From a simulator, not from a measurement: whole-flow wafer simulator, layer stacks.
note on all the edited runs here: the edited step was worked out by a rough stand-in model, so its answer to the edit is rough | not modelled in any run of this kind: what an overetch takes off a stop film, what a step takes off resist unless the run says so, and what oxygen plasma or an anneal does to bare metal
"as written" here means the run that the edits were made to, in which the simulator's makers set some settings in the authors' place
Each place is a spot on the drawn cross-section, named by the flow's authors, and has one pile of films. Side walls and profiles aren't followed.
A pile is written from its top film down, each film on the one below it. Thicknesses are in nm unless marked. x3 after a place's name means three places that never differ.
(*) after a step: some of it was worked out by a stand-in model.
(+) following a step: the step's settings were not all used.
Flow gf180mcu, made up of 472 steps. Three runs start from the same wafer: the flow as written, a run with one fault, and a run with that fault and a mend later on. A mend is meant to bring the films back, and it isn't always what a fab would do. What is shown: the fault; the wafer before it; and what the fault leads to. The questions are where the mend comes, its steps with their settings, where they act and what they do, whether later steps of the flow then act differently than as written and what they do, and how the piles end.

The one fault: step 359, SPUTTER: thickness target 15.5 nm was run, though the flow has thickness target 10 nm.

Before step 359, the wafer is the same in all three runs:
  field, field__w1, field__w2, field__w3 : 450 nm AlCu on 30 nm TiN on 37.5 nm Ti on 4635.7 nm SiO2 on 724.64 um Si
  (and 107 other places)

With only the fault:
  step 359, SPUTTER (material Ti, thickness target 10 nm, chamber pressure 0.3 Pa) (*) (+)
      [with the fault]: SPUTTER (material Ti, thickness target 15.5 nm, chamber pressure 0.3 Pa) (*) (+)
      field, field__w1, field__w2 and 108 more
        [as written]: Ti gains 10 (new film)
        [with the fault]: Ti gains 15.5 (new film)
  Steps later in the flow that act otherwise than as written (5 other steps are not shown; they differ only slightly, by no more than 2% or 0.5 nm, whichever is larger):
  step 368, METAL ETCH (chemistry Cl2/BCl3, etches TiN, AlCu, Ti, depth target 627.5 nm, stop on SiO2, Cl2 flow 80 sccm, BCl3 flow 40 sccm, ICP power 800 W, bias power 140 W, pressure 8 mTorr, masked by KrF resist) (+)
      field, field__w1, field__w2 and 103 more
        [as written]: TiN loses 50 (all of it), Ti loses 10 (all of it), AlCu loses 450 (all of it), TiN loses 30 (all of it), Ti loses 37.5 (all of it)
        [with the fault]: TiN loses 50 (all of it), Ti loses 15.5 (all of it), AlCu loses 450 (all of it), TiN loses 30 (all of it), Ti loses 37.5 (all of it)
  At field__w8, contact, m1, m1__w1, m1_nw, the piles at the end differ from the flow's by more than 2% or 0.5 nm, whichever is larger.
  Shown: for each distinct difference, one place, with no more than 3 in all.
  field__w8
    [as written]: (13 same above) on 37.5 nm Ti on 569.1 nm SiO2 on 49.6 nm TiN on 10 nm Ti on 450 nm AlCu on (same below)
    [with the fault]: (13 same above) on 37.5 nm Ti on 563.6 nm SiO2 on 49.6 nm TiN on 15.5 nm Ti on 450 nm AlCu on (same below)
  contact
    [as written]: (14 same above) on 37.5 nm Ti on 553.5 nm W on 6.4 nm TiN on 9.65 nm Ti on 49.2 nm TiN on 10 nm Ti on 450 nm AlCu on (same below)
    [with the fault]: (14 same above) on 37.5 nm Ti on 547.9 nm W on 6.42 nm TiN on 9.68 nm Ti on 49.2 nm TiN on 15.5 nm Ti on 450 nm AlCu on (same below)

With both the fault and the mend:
  The mend follows step 359.
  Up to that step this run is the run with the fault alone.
  step 359a, METAL ETCH (chemistry Cl2/BCl3, etches TiN, AlCu, Ti, depth target 5.5 nm, Cl2 flow 80 sccm, BCl3 flow 40 sccm, ICP power 800 W, bias power 140 W, pressure 8 mTorr) (the flow's step 260, run once more with other settings)
      field, field__w1, field__w2 and 108 more
        Ti loses 5.5
  None of the later steps of the flow acts differently than as written at any place that is followed.
  At every place that both follow, the piles at the end match the flow's.
